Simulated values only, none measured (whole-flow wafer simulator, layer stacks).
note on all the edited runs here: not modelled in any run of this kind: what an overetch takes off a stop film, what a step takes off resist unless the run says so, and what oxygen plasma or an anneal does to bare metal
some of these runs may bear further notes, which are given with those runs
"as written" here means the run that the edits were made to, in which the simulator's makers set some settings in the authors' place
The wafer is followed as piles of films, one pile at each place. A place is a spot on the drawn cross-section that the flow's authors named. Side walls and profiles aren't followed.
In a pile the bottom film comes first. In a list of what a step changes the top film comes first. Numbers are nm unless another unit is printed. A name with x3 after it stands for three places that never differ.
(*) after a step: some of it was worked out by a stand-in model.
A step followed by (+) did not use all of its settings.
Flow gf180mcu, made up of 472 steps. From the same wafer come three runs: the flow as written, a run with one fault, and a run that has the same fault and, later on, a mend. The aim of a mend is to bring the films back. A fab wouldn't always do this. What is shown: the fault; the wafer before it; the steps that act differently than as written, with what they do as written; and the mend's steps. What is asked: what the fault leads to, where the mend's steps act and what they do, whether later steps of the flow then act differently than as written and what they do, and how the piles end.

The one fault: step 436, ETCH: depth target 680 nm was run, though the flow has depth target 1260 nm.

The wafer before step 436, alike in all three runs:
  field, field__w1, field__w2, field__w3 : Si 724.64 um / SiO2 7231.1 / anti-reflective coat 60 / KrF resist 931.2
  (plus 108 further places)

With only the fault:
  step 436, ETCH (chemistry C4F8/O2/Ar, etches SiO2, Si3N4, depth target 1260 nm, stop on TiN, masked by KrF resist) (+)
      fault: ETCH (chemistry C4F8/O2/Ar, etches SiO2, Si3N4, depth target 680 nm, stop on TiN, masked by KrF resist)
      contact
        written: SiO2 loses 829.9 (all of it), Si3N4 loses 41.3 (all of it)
        fault: SiO2 loses 680
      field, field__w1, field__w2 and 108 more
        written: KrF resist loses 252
        fault: KrF resist loses 136
  Steps further on in the flow that do not act as written (not shown: 1 more step that differs only slightly, by at most 2% or 0.5 nm, whichever is larger):
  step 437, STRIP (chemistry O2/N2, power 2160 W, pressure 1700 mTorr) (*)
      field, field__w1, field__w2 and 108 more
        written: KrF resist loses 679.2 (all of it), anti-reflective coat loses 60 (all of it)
        fault: KrF resist loses 795.2 (all of it), anti-reflective coat loses 60 (all of it)
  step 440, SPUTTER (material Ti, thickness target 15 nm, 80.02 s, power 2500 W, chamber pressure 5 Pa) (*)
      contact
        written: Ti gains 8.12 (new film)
        fault: Ti gains 9.07 (new film)
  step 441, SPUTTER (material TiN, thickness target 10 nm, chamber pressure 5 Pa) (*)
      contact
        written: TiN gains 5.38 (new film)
        fault: TiN gains 6.01 (new film)
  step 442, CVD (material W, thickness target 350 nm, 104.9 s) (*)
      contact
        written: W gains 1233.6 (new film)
        fault: W gains 1040.4 (new film)
  The piles end different from the flow's at contact by more than 2% or 0.5 nm, whichever is larger.
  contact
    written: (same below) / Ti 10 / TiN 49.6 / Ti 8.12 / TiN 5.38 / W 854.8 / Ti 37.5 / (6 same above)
    fault: (same below) / Ti 10 / TiN 50 / Si3N4 41.3 / SiO2 149.9 / Ti 9.07 / TiN 6.01 / W 661.6 / Ti 37.5 / (6 same above)

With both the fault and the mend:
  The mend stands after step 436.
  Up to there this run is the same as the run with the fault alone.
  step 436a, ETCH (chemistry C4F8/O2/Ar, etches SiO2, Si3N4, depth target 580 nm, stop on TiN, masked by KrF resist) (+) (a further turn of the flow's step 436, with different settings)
      field, field__w1, field__w2 and 108 more
        KrF resist loses 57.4
      contact
        SiO2 loses 149.9 (all of it), Si3N4 loses 41.3 (all of it)
  Steps further on in the flow that do not act as written:
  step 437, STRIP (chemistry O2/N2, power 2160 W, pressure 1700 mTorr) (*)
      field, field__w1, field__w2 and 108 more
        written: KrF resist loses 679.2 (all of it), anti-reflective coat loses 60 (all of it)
        mend: KrF resist loses 737.8 (all of it), anti-reflective coat loses 60 (all of it)
  By the end, the piles equal the flow's at every place that both follow.
